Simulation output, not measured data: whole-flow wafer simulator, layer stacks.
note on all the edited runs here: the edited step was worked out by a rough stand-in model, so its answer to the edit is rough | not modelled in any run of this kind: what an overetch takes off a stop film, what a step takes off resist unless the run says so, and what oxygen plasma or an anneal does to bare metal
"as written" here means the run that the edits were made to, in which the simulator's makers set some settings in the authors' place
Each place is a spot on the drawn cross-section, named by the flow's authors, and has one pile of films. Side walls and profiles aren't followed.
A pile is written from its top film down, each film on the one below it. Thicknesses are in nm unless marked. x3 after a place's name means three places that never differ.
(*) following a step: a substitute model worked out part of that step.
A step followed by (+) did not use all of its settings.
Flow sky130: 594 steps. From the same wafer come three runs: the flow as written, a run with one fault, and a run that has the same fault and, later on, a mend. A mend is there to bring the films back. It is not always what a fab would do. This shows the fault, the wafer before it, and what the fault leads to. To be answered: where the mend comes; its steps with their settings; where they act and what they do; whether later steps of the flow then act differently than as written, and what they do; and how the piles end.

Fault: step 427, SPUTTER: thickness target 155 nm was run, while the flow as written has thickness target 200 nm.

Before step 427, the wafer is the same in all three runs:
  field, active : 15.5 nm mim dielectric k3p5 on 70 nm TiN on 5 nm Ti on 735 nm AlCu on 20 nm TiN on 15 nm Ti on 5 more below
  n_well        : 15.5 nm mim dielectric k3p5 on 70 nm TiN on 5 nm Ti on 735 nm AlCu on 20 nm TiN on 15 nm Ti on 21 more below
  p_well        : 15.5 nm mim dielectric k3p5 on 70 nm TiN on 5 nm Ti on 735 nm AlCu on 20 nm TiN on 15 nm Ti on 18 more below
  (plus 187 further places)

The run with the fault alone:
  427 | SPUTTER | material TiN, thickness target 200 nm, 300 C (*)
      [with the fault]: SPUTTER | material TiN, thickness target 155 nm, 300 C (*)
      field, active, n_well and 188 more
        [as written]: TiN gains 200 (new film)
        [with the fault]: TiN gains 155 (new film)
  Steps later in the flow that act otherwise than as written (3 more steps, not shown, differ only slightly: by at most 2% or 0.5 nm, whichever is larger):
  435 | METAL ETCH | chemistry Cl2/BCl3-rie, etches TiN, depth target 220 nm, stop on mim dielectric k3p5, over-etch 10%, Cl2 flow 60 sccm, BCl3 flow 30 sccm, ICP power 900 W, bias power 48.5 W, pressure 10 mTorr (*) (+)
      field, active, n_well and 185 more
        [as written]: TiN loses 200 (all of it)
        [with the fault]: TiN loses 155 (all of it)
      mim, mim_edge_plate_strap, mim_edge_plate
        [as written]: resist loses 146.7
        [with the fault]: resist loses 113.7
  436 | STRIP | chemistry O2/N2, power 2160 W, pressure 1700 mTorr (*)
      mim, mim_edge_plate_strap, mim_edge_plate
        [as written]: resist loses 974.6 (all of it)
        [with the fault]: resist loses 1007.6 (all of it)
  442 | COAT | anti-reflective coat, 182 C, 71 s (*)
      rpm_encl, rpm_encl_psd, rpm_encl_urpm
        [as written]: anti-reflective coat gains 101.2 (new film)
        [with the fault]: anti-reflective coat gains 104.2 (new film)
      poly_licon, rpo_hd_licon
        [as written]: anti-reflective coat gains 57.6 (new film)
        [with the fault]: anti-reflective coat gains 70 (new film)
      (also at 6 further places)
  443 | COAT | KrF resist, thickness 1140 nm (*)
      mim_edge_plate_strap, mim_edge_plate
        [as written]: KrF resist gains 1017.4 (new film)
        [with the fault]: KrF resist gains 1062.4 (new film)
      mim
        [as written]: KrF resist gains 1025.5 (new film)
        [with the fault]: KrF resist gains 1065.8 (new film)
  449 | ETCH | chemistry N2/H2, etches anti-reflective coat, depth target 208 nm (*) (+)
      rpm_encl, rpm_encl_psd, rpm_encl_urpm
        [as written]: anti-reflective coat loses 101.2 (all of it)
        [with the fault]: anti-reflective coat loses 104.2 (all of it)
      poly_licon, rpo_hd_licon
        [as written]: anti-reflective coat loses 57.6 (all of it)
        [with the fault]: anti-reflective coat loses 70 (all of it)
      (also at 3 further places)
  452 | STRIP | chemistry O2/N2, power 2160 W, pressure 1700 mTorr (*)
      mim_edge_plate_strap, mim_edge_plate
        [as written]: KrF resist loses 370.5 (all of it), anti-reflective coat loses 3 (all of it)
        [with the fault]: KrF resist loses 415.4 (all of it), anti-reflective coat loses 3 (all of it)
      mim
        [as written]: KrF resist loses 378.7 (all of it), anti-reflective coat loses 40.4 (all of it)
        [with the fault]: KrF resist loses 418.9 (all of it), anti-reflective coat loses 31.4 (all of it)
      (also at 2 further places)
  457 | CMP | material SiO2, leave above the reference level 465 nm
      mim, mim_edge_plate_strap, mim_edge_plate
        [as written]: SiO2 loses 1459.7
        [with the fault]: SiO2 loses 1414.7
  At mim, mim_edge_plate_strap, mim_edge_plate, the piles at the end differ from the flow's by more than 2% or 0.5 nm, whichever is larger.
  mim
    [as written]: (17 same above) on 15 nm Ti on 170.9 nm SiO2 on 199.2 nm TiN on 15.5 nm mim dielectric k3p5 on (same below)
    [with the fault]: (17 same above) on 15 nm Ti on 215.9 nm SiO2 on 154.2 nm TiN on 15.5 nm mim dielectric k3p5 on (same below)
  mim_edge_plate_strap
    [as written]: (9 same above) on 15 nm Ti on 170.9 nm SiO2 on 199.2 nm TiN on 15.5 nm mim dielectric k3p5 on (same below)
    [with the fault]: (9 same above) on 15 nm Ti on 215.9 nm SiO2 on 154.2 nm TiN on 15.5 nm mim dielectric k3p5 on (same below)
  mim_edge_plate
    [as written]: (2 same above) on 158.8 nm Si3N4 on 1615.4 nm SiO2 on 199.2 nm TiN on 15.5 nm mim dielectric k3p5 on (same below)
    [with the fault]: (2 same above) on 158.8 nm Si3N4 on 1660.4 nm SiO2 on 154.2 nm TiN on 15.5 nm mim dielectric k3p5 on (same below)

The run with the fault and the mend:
  The mend stands after step 434.
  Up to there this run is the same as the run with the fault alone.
  434a | STRIP | chemistry O2/N2, power 2160 W, pressure 1700 mTorr (*)
      mim, mim_edge_plate_strap, mim_edge_plate
        resist loses 1121.3 (all of it)
  434b | SPUTTER | material TiN, thickness target 45 nm, 300 C (*) (the flow's step 427, run once more with other settings)
      field, active, n_well and 188 more
        TiN gains 45
  434c | HMDS | 120 C, 60 s (the flow's step 429, run once more)
      alters no film at any place that is followed
  434d | COAT | resist, thickness 1140 nm (the flow's step 430, run once more)
      field, active, n_well and 186 more
        resist gains 1140 (new film)
      m1, via2_hole
        resist gains 1140.6 (new film)
  434e | SOFTBAKE | resist (the flow's step 431, run once more)
      alters no film at any place that is followed
  434f | EXPOSE | photomask CAPM, dose 177.7 mJ/cm2, NA 0.6, wavelength 365 nm (*) (the flow's step 432, run once more)
      alters no film at any place that is followed
  434g | PEB | resist, 70.3 s (the flow's step 433, run once more)
      field, active, n_well and 188 more
        resist loses 18.7
  434h | DEVELOP | resist, thickness 1140 nm, developer TMAH-0.26N, 60 s (the flow's step 434, run once more)
      field, active, n_well and 183 more
        resist loses 1121.3 (all of it)
      m1, via2_hole
        resist loses 1121.9 (all of it)
  Later steps of the flow that are run all act as written at every place that is followed.
  The piles end the same as the flow's at every place that both follow.
